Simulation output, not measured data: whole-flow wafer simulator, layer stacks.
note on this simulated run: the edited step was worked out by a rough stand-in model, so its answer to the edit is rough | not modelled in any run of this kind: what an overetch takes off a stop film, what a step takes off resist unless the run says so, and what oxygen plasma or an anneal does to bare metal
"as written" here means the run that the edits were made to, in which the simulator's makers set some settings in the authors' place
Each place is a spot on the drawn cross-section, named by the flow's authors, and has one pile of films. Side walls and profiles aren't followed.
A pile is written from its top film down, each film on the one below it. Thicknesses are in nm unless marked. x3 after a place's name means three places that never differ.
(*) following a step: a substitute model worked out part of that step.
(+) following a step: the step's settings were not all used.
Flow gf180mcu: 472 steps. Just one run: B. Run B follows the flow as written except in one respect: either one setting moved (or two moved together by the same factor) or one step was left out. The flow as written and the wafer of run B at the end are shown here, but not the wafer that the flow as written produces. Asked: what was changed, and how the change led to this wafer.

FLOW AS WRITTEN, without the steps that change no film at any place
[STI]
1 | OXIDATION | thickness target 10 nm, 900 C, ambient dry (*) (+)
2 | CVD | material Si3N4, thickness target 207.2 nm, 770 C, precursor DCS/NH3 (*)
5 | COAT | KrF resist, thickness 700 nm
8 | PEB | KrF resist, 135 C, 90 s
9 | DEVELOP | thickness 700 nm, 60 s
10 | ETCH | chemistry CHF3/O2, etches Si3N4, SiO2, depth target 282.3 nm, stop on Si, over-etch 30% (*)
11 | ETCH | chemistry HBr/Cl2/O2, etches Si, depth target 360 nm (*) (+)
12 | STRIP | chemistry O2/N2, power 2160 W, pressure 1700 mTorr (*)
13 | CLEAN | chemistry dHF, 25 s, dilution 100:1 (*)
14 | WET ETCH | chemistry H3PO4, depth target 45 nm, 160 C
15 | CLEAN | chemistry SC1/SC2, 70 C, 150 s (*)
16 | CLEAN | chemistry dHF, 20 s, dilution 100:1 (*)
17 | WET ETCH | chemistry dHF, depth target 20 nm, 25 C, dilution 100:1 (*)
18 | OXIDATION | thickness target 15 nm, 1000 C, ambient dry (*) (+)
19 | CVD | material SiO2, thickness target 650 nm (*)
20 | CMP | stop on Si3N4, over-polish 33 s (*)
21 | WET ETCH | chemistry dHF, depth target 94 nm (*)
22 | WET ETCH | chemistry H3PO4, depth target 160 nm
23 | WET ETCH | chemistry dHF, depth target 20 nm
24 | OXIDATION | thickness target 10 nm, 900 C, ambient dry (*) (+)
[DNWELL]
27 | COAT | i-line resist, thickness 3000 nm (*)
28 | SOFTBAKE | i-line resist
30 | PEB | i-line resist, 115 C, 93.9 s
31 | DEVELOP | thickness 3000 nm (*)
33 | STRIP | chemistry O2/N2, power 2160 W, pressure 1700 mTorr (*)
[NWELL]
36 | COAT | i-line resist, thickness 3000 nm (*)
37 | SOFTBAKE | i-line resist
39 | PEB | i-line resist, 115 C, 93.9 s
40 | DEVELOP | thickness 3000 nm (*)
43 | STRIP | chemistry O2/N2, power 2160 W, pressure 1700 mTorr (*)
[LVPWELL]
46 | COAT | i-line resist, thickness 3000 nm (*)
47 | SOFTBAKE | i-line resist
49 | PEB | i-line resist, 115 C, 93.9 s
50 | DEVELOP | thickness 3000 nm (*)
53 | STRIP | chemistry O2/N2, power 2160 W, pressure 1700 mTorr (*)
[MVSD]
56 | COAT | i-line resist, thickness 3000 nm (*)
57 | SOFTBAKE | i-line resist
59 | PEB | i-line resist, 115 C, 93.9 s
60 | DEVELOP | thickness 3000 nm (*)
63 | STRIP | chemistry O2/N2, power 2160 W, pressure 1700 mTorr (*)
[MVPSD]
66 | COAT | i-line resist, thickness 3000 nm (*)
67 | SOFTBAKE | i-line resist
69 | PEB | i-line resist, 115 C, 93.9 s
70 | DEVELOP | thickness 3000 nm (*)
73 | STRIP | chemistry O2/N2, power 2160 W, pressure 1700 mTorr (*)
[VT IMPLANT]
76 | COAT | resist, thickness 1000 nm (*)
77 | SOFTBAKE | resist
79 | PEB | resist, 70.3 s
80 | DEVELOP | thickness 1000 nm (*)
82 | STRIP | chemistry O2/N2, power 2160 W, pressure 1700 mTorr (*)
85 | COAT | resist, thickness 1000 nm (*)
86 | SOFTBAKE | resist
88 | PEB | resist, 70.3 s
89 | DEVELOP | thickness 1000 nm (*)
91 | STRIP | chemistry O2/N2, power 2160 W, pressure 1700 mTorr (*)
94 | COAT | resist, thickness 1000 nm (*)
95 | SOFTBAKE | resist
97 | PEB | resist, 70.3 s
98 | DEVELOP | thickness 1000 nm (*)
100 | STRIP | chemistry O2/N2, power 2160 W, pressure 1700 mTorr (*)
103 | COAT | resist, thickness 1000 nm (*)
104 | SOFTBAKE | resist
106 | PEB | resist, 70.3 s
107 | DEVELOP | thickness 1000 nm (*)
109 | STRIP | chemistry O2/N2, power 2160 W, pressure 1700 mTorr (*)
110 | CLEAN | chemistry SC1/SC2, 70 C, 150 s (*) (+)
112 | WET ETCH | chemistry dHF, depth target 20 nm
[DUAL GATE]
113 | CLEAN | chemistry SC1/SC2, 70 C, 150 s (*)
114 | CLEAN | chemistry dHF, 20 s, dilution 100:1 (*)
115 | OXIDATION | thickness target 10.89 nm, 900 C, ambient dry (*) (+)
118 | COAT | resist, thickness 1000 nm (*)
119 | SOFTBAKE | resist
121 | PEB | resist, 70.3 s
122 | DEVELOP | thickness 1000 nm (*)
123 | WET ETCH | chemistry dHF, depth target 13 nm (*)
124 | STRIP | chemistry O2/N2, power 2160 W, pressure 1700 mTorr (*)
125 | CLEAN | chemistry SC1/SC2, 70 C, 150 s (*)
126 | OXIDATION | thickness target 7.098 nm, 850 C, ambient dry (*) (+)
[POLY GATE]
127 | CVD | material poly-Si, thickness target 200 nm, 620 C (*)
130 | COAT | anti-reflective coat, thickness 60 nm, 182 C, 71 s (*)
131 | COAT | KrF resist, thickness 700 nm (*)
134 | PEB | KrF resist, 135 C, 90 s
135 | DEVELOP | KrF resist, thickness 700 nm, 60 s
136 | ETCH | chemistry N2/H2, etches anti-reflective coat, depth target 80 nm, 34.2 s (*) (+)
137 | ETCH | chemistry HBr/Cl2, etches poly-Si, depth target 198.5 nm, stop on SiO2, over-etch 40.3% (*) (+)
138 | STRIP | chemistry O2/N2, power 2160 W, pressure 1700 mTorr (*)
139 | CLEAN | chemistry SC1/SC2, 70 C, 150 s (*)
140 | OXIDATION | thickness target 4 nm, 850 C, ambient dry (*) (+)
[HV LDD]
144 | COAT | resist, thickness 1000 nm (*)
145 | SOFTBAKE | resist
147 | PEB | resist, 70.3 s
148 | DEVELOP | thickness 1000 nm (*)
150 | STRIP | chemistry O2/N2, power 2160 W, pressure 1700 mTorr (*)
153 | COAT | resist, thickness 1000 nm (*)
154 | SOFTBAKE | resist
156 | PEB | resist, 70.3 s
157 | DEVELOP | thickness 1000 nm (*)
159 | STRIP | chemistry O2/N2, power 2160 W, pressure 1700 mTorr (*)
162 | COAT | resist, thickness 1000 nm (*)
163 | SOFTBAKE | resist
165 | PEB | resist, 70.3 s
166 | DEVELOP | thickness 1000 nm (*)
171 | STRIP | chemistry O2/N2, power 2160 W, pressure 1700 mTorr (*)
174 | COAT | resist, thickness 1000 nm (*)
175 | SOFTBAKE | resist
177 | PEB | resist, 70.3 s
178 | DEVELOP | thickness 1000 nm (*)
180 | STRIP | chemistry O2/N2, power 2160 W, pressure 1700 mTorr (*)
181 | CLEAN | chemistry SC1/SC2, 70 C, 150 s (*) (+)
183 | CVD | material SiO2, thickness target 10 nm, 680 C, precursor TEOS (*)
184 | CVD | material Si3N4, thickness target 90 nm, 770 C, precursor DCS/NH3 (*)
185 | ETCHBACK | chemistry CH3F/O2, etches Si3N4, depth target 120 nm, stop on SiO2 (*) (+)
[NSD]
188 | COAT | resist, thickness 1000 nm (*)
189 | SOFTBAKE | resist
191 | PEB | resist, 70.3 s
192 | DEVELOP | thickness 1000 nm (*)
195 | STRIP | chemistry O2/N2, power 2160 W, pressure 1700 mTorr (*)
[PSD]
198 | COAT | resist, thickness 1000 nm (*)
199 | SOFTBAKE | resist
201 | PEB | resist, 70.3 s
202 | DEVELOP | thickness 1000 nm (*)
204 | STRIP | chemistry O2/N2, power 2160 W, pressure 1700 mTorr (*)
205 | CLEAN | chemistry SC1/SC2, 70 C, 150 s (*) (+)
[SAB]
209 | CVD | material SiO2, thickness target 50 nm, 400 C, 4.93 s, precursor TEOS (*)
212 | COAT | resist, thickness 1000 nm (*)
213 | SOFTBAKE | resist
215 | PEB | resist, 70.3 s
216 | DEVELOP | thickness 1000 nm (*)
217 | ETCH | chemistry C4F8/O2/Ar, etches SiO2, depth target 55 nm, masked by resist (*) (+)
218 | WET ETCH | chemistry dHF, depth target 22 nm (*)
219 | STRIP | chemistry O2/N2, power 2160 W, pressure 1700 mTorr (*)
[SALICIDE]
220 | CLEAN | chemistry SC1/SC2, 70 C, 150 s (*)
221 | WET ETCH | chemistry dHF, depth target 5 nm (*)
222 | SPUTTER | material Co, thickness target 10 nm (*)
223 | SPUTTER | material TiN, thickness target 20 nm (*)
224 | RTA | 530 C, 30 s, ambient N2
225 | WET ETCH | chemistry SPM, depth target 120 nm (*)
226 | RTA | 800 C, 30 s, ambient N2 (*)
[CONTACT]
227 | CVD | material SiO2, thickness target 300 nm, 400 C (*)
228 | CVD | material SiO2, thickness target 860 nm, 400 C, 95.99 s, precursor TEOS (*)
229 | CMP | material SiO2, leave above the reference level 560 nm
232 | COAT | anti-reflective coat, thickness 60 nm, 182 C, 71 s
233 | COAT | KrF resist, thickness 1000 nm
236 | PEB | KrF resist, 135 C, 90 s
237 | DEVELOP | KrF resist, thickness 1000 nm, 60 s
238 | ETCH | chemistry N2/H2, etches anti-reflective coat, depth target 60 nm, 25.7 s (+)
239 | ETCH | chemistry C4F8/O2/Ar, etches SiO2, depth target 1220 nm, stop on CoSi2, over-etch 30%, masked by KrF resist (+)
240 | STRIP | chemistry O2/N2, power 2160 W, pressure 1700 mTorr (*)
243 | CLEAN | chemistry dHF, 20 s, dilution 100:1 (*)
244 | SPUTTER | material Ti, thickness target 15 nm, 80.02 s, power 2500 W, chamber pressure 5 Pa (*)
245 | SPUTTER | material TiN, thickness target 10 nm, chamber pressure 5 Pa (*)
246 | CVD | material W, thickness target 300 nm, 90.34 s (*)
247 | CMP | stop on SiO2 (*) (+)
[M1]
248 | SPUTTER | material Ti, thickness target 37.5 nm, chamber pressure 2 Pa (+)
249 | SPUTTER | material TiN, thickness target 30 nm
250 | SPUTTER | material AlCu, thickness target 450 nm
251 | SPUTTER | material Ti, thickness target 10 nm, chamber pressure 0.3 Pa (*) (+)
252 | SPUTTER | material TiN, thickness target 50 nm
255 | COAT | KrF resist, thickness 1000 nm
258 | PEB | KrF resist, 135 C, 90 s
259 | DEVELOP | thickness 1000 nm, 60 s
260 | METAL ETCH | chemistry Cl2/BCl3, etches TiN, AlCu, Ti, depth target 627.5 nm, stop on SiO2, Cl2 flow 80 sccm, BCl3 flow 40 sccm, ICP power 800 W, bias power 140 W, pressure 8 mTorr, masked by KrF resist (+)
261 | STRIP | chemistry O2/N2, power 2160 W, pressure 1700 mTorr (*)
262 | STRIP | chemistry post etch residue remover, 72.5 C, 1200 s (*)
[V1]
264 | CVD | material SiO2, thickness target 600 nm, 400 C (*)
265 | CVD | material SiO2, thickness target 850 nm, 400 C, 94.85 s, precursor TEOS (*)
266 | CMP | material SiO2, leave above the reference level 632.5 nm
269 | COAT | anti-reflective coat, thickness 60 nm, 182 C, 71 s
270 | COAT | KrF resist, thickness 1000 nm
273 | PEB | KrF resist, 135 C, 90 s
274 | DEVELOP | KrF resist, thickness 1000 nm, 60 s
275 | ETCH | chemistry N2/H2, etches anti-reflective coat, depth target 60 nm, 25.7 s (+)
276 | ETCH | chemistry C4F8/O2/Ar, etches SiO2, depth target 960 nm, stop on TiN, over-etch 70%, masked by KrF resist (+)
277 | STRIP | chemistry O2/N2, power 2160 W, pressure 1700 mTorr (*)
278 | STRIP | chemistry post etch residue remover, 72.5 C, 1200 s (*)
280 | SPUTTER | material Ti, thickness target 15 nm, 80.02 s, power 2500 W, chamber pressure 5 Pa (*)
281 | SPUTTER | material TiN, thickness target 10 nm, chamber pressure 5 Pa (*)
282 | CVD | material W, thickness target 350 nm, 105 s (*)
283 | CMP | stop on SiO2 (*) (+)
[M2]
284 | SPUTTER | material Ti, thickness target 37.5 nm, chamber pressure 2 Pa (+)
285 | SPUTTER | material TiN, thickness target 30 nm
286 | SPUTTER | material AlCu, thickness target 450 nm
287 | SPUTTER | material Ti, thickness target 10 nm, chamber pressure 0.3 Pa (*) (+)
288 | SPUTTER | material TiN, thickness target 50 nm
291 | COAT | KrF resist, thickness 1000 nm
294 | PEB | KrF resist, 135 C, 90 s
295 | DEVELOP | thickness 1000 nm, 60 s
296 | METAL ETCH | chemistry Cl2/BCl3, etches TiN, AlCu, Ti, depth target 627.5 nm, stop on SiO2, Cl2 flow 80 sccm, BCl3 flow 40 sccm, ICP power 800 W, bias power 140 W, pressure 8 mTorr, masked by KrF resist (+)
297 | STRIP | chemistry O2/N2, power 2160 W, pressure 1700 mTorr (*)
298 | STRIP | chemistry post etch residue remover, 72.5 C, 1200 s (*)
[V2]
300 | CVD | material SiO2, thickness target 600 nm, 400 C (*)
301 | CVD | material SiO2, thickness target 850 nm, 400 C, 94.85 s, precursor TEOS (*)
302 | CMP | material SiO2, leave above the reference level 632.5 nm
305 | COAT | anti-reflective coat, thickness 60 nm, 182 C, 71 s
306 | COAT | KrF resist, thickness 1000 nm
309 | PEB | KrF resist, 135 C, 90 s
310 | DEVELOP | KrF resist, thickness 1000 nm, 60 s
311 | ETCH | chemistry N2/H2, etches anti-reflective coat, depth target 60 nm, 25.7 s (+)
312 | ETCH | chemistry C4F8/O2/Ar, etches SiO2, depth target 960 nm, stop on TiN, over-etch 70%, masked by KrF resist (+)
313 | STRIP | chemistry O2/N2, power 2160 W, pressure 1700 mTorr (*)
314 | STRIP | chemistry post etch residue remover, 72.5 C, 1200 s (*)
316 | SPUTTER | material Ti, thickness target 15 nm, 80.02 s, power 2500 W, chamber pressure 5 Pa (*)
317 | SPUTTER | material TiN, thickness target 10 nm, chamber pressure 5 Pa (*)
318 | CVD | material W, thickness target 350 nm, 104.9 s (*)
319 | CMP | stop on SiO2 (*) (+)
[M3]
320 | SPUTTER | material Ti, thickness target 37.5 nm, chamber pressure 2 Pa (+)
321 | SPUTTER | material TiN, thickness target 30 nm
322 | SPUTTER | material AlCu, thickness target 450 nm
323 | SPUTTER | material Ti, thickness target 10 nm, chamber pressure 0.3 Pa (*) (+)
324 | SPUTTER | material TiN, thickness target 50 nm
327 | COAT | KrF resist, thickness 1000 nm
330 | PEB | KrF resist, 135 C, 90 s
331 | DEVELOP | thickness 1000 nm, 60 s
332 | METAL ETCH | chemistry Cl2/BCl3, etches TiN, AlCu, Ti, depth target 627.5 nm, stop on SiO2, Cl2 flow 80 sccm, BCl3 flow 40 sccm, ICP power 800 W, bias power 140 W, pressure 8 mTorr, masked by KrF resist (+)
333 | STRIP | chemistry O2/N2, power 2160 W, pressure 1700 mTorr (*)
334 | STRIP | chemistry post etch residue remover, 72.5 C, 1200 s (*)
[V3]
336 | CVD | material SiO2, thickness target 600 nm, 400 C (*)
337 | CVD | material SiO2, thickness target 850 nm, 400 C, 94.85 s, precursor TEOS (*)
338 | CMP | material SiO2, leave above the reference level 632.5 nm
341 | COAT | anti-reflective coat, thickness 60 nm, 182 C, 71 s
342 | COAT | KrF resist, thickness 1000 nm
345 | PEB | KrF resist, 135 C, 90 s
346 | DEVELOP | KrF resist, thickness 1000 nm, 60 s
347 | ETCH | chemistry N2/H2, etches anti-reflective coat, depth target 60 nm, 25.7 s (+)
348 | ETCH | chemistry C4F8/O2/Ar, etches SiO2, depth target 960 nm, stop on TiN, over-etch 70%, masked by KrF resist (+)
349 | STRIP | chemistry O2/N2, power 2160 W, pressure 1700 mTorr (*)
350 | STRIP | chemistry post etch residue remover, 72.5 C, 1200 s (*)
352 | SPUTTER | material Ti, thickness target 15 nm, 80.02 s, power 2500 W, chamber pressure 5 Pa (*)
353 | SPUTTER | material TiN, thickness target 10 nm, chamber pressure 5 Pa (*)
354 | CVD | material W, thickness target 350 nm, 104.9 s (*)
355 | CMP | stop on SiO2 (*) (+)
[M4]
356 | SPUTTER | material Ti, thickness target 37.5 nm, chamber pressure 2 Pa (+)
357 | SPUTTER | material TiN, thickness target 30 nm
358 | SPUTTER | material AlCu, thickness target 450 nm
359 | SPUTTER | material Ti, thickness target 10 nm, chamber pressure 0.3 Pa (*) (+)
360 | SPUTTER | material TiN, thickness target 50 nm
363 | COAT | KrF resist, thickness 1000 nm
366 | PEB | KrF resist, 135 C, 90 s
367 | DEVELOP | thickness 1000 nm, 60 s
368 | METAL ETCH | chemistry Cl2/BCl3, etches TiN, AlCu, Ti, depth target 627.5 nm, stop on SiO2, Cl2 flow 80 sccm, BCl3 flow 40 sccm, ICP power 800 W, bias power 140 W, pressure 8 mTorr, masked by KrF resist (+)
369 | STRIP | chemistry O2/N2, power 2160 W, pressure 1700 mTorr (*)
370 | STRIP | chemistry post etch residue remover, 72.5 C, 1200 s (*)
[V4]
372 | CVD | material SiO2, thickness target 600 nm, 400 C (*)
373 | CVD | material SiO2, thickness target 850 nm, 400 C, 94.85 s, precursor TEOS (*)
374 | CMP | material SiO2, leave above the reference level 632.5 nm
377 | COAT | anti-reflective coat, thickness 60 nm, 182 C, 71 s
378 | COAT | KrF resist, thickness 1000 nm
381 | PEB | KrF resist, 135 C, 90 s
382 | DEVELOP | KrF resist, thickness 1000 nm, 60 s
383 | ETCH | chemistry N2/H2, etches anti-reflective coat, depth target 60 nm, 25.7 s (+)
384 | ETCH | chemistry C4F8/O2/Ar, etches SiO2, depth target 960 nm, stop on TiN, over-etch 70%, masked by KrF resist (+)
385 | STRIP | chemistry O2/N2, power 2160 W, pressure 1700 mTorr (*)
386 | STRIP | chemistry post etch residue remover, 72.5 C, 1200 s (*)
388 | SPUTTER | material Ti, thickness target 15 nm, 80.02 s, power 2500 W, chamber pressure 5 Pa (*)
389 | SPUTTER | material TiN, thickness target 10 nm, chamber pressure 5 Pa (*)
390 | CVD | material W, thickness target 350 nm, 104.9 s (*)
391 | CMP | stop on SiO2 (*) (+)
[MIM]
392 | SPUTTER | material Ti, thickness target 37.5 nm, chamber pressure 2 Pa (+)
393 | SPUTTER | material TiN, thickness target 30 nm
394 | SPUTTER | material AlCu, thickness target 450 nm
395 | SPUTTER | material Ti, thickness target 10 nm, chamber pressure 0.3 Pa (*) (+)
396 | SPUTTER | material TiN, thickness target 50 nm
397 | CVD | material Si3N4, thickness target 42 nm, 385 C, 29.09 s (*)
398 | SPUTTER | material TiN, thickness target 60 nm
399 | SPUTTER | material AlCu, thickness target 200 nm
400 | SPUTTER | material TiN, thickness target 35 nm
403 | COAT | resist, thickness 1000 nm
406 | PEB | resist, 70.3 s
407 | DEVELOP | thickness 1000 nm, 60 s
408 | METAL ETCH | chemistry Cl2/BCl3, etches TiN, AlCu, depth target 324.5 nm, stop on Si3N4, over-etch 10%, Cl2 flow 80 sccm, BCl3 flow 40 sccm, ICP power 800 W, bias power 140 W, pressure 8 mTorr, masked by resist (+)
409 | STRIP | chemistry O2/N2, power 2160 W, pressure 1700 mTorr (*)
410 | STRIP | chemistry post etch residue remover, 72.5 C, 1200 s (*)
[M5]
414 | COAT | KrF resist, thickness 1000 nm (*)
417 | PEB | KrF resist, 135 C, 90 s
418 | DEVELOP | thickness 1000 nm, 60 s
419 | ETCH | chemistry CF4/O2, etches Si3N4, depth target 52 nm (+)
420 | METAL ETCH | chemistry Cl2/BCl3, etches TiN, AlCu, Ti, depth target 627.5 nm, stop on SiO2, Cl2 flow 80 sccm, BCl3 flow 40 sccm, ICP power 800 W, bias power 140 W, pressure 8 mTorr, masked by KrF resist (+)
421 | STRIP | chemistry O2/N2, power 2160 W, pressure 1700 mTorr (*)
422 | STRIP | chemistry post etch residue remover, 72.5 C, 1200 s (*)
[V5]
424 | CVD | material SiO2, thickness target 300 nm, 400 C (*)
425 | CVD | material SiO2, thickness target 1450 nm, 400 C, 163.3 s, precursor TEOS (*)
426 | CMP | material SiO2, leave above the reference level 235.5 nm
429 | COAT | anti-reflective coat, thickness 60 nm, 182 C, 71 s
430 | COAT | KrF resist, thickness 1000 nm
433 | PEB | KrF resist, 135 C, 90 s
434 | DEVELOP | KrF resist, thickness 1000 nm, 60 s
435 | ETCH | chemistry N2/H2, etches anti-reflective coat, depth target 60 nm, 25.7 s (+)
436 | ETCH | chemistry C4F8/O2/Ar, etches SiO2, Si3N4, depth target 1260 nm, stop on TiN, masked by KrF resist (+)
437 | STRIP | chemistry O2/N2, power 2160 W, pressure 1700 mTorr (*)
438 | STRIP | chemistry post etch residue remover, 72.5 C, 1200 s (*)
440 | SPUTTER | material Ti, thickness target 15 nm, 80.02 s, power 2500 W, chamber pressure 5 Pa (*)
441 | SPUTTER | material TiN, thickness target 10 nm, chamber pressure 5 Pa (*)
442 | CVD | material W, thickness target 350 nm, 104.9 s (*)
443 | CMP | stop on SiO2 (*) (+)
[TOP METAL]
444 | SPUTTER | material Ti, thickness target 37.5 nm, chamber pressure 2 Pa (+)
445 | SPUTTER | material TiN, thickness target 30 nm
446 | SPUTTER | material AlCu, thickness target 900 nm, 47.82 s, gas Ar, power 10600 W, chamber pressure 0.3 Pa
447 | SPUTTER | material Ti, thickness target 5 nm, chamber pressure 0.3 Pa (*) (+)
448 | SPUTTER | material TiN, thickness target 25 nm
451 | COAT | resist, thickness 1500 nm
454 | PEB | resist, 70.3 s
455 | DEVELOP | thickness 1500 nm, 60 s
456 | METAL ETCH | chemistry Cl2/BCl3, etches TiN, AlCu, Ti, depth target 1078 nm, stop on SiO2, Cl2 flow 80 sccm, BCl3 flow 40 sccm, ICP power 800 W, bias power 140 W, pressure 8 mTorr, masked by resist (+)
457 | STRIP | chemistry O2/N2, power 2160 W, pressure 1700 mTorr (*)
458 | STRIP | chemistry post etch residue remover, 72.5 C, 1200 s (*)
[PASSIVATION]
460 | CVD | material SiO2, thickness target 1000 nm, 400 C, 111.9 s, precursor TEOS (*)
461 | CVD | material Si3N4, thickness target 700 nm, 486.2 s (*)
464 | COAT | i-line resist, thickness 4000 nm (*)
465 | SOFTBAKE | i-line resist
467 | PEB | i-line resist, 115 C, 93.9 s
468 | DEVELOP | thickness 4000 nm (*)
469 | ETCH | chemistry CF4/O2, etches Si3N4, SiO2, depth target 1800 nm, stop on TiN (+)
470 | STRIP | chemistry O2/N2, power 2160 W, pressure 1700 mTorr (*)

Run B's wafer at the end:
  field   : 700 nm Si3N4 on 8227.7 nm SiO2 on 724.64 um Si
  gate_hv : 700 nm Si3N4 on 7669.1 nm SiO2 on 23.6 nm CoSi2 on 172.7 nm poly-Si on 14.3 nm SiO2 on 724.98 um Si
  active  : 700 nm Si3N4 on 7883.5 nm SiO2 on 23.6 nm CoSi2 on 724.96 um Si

Cause: step 222, SPUTTER: thickness target 6.75 nm was run, whereas the flow has thickness target 10 nm.

Step by step, how the change led to this:
  222 | SPUTTER | material Co, thickness target 10 nm (*)
      field, field__w7, field__w8 and 71 more: Co gains 6.75 (new film) (in the flow as written it would be: Co gains 10 (new film))
      field__w2, mim: Co gains 5.84 (new film) (in the flow as written it would be: Co gains 8.65 (new film))
      (as well as at 35 more places)
  224 | RTA | 530 C, 30 s, ambient N2
      gate, gate_hv, gate_p and 22 more: under 1 film: CoSi gains 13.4 (new film), Co loses 6.75 (all of it), poly-Si loses 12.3 (in the flow as written it would be: under 1 film: CoSi gains 19.9 (new film), Co loses 10 (all of it), poly-Si loses 18.2)
      active, p_well, sd_n and 11 more: under 1 film: CoSi gains 13.4 (new film), Co loses 6.75 (all of it), Si loses 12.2 (in the flow as written it would be: under 1 film: CoSi gains 19.9 (new film), Co loses 10 (all of it), Si loses 18.1)
      (as well as at 10 more places)
  225 | WET ETCH | chemistry SPM, depth target 120 nm (*)
      field, field__w7, field__w8 and 32 more: TiN loses 20 (all of it), Co loses 6.75 (all of it) (in the flow as written it would be: TiN loses 20 (all of it), Co loses 10 (all of it))
      field__w9, nw_enc_fld_lv__w3: TiN loses 19.1 (all of it), Co loses 6.48 (all of it) (in the flow as written it would be: TiN loses 19.1 (all of it), Co loses 9.6 (all of it))
      (as well as at 25 more places)
  226 | RTA | 800 C, 30 s, ambient N2 (*)
      gate, gate_hv, gate_p and 22 more: CoSi2 gains 23.6 (new film), CoSi loses 13.4 (all of it), poly-Si loses 12.3 (in the flow as written it would be: CoSi2 gains 35 (new film), CoSi loses 19.9 (all of it), poly-Si loses 18.2)
      active, p_well, sd_n and 11 more: CoSi2 gains 23.6 (new film), CoSi loses 13.4 (all of it), Si loses 12.2 (in the flow as written it would be: CoSi2 gains 35 (new film), CoSi loses 19.9 (all of it), Si loses 18.1)
      (as well as at 10 more places)
